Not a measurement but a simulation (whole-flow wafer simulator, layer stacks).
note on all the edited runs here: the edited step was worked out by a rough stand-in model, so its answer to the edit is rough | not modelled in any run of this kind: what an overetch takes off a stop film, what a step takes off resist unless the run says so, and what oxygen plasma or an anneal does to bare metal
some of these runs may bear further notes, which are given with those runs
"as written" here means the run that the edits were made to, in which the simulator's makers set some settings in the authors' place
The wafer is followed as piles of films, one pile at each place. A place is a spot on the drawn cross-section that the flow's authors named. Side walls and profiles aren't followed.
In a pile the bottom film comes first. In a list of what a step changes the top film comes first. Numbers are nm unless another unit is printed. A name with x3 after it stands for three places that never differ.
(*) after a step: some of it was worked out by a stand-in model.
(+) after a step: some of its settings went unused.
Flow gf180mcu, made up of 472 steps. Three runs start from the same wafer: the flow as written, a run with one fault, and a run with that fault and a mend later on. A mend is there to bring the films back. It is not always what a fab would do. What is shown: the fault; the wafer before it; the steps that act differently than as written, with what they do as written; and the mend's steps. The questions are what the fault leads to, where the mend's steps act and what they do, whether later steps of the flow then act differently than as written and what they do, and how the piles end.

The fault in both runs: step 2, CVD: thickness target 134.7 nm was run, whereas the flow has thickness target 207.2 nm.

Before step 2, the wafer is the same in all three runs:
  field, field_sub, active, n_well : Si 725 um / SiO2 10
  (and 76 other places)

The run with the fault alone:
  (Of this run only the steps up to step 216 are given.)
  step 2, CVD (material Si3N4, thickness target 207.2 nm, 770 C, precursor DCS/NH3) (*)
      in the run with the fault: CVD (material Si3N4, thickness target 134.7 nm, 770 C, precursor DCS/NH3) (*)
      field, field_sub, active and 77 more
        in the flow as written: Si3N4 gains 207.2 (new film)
        in the run with the fault: Si3N4 gains 134.7 (new film)
  Steps later in the flow that act otherwise than as written (11 other steps are not shown; they differ only slightly, by no more than 2% or 0.5 nm, whichever is larger):
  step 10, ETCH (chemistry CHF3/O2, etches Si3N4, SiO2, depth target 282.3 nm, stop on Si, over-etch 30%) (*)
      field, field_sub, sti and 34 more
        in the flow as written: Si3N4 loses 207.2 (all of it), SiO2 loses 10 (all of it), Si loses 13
        in the run with the fault: Si3N4 loses 134.7 (all of it), SiO2 loses 10 (all of it), Si loses 27.5
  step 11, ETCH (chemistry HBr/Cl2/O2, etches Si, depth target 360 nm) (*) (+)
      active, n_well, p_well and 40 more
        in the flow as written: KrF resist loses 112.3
        in the run with the fault: KrF resist loses 107.5
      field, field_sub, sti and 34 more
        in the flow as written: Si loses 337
        in the run with the fault: Si loses 322.5
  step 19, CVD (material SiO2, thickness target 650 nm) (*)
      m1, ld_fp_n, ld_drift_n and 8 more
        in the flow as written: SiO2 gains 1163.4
        in the run with the fault: SiO2 gains 1090.9
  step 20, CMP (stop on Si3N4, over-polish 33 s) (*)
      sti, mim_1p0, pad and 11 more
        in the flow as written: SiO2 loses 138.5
        in the run with the fault: SiO2 loses 211
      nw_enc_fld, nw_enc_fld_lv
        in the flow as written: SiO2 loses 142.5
        in the run with the fault: SiO2 loses 215
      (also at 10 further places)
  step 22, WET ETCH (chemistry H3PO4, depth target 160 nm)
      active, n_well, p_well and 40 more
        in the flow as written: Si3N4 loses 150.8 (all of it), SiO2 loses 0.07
        in the run with the fault: Si3N4 loses 78.2 (all of it), SiO2 loses 0.64
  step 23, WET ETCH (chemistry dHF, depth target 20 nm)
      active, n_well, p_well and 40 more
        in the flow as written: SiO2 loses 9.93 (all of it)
        in the run with the fault: SiO2 loses 9.36 (all of it)
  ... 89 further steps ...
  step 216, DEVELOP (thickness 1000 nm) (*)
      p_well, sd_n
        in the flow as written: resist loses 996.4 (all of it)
        in the run with the fault: resist loses 925.7 (all of it)
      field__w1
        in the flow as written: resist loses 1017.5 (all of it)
        in the run with the fault: resist loses 1051.9 (all of it)
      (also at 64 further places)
  Once step 216 is done, the piles at field, field__w1, field__w2 and 68 more depart from the flow's by more than 2% or 0.5 nm, whichever is larger.
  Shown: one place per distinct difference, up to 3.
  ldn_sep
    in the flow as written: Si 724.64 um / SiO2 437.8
    in the run with the fault: Si 724.64 um / SiO2 365.8
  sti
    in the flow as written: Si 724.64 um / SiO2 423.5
    in the run with the fault: Si 724.64 um / SiO2 351.6
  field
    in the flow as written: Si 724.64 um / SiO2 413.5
    in the run with the fault: Si 724.63 um / SiO2 341.6

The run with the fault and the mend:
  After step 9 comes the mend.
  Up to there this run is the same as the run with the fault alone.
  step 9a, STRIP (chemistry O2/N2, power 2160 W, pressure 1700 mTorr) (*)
      active, n_well, p_well and 40 more
        KrF resist loses 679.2 (all of it)
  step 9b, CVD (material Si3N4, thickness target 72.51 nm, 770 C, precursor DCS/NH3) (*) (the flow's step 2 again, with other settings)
      field, field_sub, active and 77 more
        Si3N4 gains 72.5
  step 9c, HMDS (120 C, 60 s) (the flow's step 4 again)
      leaves every film unchanged at each place that is followed
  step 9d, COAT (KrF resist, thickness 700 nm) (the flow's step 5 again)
      field, field_sub, active and 77 more
        KrF resist gains 700 (new film)
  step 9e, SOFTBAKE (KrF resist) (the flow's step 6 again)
      leaves every film unchanged at each place that is followed
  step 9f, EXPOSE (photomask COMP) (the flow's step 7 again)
      leaves every film unchanged at each place that is followed
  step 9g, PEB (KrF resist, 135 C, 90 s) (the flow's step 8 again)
      field, field_sub, active and 77 more
        KrF resist loses 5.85
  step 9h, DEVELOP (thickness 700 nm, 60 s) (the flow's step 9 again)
      active, n_well, p_well and 40 more
        KrF resist loses 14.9
      field, field_sub, sti and 34 more
        KrF resist loses 694.2 (all of it)
  Every later step of the flow that is run acts as written, at every place that is followed, to within 2% or 0.5 nm, whichever is larger.
  The piles end the same as the flow's at every place that both follow.
